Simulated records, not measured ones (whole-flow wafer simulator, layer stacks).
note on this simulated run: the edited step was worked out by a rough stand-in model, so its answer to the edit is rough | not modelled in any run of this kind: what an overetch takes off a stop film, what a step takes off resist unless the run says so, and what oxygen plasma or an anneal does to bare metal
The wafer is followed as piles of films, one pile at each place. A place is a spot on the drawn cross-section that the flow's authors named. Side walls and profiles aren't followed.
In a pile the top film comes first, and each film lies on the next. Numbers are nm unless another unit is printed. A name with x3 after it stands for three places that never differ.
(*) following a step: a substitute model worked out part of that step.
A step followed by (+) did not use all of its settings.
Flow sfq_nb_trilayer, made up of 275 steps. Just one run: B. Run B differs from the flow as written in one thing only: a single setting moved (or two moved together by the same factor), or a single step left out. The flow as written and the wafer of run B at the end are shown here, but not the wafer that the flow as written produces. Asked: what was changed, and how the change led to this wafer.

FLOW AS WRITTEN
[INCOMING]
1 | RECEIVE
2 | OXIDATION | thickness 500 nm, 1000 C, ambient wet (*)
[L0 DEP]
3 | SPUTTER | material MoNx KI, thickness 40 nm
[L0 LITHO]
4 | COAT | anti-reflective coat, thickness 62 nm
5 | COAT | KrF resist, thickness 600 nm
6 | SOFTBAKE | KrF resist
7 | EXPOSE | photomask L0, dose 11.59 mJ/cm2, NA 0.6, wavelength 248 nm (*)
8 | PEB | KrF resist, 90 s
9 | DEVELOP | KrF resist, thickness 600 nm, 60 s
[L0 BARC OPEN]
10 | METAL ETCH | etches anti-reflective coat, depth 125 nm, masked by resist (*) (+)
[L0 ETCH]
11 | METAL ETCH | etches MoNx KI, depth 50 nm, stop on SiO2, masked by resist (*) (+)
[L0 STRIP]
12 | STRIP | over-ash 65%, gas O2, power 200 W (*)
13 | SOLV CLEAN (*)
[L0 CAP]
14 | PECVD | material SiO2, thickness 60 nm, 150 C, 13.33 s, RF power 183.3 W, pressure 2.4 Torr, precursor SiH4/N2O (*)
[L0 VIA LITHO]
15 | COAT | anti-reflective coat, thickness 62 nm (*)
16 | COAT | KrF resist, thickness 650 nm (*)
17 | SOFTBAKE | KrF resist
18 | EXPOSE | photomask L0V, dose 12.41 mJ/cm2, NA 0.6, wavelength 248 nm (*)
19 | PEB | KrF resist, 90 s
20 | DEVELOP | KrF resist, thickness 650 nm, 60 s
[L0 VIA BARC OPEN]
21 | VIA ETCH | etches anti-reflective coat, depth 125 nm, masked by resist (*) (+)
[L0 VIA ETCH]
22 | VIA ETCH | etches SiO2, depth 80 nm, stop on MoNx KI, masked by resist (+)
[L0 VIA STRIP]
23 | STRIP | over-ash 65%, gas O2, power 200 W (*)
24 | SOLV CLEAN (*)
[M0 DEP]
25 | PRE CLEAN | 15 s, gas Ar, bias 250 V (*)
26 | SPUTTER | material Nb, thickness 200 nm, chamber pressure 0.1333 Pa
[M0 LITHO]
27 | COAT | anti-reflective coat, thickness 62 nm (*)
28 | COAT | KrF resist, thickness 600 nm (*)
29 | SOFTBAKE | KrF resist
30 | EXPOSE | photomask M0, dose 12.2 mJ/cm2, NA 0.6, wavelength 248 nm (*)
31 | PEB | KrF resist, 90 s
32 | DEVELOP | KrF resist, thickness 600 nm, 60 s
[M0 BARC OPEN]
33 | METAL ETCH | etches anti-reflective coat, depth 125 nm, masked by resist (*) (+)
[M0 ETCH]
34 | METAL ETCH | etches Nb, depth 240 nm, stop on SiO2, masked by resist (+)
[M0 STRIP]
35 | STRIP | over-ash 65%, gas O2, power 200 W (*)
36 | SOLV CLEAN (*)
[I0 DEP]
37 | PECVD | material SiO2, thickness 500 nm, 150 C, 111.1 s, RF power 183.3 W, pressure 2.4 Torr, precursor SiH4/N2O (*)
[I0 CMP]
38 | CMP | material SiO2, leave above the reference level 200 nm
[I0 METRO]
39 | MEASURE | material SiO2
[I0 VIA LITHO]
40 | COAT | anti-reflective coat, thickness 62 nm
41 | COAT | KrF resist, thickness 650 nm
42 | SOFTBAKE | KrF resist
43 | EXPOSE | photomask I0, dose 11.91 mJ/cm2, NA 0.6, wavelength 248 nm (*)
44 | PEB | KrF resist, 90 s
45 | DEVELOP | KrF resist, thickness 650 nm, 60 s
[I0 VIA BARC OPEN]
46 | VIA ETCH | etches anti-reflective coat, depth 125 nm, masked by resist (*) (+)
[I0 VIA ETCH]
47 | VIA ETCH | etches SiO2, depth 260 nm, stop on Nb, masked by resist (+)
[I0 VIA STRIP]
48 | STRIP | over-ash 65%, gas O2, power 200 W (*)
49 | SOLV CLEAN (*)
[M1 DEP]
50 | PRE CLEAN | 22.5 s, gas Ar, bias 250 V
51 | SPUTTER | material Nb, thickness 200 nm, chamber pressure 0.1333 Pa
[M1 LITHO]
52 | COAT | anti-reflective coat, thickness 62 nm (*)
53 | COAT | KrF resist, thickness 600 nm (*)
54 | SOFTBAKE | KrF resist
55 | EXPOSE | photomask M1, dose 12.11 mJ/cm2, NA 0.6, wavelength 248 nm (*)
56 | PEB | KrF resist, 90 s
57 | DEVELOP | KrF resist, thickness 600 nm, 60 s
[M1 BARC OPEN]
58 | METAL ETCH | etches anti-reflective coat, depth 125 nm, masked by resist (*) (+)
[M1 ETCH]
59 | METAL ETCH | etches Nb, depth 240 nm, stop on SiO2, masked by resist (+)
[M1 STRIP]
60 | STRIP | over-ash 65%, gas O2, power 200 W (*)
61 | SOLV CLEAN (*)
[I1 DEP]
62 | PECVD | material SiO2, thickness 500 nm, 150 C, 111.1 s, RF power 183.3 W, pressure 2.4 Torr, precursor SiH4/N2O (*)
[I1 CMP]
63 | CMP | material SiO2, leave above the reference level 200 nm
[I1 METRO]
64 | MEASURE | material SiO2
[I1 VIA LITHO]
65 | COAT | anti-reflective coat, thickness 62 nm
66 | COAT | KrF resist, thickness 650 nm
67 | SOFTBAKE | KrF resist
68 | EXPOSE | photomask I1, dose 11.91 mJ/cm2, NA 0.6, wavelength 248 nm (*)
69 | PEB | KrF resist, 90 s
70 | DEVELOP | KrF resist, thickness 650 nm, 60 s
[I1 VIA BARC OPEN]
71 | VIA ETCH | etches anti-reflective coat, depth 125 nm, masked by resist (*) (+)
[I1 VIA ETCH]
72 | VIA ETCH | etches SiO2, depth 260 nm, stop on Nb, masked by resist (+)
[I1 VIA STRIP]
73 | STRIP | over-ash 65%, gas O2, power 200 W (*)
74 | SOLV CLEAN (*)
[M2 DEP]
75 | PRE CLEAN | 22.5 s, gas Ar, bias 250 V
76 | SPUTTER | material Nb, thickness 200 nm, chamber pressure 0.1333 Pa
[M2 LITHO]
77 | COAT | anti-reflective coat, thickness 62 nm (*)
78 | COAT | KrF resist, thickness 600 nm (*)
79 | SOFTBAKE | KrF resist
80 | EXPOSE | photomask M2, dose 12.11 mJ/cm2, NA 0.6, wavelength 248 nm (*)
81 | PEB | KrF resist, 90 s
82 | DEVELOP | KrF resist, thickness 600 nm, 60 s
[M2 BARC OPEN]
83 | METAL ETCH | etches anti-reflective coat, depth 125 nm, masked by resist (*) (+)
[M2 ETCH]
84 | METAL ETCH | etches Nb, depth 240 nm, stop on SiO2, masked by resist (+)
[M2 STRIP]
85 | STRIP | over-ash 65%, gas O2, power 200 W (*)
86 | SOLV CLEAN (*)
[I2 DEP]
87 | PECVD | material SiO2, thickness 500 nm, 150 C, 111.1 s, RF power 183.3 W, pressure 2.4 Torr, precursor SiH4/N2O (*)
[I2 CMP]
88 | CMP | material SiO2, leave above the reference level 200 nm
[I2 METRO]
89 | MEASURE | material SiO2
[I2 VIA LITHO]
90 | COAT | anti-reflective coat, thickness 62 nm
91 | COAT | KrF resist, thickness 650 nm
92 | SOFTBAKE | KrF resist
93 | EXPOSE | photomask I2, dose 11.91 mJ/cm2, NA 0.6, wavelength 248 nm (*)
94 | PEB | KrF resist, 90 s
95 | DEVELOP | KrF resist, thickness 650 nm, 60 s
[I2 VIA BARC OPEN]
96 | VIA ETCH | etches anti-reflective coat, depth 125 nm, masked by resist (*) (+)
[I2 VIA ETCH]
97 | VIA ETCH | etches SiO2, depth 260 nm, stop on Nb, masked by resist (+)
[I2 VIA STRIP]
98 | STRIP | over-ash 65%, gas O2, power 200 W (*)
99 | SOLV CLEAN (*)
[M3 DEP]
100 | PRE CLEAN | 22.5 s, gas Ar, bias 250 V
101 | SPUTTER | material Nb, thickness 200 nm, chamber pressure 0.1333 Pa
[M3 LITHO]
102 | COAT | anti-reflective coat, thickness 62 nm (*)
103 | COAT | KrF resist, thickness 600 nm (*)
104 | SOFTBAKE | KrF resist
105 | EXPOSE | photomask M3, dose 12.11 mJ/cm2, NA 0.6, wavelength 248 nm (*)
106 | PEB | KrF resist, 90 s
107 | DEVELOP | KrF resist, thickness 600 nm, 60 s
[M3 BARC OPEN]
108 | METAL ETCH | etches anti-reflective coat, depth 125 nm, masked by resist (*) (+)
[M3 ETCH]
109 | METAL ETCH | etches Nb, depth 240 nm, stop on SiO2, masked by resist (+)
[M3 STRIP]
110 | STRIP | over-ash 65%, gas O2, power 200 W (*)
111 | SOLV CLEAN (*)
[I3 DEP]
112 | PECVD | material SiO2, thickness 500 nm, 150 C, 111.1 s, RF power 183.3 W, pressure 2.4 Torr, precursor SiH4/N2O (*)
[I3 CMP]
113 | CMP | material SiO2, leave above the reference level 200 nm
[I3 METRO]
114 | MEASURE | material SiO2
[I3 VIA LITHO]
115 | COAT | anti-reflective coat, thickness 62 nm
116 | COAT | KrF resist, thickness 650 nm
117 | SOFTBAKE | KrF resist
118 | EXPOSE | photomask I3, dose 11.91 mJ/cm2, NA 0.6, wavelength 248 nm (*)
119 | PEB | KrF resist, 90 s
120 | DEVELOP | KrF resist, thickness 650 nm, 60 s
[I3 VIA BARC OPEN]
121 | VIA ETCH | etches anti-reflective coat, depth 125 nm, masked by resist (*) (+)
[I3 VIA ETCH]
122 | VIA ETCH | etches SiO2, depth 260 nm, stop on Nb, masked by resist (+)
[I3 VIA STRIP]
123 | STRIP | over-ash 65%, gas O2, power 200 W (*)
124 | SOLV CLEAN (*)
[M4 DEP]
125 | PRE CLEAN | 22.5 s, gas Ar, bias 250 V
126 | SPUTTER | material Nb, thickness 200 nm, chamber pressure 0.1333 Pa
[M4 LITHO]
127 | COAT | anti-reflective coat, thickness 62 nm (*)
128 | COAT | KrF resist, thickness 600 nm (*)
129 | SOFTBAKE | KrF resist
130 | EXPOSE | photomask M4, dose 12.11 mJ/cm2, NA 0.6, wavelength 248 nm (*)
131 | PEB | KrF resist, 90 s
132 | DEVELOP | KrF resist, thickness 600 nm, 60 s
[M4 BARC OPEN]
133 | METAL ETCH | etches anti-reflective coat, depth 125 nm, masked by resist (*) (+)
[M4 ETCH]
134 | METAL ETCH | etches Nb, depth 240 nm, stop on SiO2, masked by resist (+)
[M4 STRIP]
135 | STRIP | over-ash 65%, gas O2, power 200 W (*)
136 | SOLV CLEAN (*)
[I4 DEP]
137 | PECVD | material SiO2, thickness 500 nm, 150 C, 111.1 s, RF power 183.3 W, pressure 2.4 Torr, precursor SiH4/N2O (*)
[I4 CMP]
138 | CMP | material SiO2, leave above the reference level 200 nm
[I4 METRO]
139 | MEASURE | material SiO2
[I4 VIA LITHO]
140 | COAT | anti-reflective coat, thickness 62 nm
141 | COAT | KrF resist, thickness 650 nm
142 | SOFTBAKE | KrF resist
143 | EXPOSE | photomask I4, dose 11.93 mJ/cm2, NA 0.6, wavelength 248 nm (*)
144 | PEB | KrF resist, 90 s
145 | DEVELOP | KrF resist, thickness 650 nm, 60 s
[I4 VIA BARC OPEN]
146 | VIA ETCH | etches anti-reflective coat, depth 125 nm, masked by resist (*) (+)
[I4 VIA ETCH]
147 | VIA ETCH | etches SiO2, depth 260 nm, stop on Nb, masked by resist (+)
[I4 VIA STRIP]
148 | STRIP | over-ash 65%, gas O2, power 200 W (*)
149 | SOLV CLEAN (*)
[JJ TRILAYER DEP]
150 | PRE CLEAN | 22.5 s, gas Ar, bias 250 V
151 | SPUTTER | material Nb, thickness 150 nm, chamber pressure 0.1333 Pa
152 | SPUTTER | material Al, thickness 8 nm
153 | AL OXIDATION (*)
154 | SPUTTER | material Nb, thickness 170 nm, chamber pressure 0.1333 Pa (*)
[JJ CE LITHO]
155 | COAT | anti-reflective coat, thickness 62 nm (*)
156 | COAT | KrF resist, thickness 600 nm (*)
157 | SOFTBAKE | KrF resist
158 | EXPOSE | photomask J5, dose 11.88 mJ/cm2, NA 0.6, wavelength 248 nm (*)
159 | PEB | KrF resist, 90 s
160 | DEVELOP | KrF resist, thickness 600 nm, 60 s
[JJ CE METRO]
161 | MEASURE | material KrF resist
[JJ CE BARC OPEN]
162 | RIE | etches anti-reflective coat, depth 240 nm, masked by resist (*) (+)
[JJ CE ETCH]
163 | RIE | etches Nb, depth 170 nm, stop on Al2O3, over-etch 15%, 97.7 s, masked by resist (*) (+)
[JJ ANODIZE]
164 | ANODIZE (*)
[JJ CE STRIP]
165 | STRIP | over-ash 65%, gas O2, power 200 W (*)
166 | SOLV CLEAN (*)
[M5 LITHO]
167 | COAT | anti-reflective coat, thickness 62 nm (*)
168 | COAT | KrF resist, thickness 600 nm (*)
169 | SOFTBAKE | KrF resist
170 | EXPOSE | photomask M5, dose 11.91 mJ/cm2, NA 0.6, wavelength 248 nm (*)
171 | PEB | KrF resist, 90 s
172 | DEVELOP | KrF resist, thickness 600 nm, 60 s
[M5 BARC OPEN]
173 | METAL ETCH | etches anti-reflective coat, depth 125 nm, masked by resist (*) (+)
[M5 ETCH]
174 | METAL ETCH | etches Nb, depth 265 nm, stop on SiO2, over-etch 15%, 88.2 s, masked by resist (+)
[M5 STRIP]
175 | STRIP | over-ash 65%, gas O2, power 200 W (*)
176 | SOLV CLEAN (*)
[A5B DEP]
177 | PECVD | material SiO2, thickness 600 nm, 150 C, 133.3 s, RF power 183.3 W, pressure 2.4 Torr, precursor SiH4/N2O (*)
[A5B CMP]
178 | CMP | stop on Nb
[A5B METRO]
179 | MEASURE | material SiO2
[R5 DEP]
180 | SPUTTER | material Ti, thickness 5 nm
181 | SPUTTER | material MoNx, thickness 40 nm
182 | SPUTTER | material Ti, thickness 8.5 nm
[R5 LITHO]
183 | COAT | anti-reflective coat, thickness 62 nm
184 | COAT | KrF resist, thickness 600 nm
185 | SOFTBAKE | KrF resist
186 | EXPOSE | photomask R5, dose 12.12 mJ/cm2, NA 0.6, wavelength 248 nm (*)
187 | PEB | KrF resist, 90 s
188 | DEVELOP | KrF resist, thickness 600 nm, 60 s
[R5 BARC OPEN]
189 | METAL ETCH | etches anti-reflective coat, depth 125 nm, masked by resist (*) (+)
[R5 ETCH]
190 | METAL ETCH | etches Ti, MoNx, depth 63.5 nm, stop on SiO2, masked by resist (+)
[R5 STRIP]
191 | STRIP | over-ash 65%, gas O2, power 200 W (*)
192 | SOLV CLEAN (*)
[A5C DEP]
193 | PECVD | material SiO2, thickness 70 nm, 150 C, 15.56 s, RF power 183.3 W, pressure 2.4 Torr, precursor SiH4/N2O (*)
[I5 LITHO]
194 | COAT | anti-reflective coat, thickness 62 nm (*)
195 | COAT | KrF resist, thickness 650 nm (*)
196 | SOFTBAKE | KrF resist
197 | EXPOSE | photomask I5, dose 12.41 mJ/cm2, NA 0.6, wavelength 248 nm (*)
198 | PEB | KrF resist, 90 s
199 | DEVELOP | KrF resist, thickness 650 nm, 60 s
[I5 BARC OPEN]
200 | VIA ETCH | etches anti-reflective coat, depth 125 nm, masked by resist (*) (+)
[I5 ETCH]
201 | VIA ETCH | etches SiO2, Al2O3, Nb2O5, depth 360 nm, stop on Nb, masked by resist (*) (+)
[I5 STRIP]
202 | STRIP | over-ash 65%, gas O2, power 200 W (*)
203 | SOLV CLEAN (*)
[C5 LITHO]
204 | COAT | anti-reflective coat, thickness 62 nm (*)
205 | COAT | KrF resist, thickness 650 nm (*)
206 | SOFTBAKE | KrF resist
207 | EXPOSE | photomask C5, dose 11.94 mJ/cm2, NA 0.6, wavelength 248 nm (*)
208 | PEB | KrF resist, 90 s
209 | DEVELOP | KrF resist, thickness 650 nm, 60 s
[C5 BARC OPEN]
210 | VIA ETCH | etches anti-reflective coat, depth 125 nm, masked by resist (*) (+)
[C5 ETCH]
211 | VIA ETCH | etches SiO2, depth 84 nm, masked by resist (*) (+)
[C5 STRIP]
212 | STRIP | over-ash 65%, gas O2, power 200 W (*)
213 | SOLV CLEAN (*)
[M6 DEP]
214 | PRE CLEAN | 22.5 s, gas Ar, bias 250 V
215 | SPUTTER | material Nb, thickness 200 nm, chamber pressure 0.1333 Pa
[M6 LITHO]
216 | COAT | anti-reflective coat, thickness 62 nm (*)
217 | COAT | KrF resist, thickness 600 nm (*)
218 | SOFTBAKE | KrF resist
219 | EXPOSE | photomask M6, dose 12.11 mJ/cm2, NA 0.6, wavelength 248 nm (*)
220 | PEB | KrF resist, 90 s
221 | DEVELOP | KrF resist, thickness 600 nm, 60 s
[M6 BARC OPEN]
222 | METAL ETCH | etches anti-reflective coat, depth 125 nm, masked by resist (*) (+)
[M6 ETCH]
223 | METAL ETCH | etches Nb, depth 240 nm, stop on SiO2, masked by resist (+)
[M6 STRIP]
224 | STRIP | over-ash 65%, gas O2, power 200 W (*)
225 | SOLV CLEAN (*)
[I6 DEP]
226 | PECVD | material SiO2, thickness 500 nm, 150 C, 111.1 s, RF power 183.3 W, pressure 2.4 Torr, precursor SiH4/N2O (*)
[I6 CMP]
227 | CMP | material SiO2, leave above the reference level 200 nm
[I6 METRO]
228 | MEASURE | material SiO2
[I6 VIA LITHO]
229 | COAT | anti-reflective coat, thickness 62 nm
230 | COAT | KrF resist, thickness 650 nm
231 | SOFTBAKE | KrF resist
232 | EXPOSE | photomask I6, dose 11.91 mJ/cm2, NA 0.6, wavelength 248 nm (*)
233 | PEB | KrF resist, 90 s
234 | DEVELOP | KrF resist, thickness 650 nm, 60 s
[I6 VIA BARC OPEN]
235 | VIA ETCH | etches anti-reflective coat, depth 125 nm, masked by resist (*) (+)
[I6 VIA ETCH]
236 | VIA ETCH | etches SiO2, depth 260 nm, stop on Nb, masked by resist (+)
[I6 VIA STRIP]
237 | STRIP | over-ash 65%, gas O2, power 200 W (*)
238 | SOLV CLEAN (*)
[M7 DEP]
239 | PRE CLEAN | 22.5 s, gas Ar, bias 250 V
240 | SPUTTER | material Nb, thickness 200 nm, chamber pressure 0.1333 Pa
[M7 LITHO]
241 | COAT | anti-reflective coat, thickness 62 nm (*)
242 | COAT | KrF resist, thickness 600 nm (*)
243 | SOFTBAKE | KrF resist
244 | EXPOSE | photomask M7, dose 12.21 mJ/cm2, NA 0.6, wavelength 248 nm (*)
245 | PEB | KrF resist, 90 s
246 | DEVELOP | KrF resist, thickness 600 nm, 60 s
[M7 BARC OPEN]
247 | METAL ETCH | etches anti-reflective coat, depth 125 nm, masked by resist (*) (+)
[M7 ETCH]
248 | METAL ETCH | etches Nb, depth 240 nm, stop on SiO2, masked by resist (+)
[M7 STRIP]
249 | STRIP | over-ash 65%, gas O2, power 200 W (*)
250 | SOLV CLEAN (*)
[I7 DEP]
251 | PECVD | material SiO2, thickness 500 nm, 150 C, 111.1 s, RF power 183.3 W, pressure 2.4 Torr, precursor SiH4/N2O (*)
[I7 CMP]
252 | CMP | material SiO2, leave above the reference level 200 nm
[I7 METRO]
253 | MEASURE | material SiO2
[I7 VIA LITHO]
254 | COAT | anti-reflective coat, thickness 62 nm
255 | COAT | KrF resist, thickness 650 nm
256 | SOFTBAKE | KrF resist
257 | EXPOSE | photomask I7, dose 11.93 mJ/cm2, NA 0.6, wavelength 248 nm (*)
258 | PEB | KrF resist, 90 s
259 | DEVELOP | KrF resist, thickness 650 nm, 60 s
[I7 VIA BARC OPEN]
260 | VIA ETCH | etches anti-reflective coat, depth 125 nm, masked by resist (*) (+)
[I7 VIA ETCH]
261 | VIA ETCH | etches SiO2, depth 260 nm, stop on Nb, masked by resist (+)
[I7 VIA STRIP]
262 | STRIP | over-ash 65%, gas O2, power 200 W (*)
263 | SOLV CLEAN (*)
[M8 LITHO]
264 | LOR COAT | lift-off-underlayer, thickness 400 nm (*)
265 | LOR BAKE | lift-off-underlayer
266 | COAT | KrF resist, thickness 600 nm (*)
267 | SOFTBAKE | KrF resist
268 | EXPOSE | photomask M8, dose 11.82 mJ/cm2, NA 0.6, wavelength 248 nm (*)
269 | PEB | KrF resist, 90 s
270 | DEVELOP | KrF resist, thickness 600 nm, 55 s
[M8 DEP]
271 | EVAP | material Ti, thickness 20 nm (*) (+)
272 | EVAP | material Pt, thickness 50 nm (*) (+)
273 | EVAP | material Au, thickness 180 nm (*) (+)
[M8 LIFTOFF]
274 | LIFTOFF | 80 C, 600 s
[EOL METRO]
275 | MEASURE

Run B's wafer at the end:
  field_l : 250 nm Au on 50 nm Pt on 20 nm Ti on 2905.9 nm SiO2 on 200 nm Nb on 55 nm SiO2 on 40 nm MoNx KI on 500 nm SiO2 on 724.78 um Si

What caused this: step 273, EVAP: thickness 250 nm was run, whereas the flow has thickness 180 nm.
The wafer itself shows it: field_l has Au 250, and step 273 as written asks for 180 nm.

The path from the change to this, step by step:
  273 | EVAP | material Au, thickness 180 nm (*) (+)
      field_l, v_sur, via_wl and 103 more: +250 Au (new film) (in the flow as written it would be: +180 Au (new film))
  274 | LIFTOFF | 80 C, 600 s
      p4_fl, p4_fm, p4_w1 and 71 more: -250 Au (all of it), -50 Pt (all of it), -20 Ti (all of it), -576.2 KrF resist (all of it), -400 lift-off-underlayer (all of it) (in the flow as written it would be: -180 Au (all of it), -50 Pt (all of it), -20 Ti (all of it), -576.2 KrF resist (all of it), -400 lift-off-underlayer (all of it))
      c5j, ce_r: -250 Au (all of it), -50 Pt (all of it), -20 Ti (all of it), -573.3 KrF resist (all of it), -399.3 lift-off-underlayer (all of it) (in the flow as written it would be: -180 Au (all of it), -50 Pt (all of it), -20 Ti (all of it), -573.3 KrF resist (all of it), -399.3 lift-off-underlayer (all of it))
      (and at 19 other places as well)
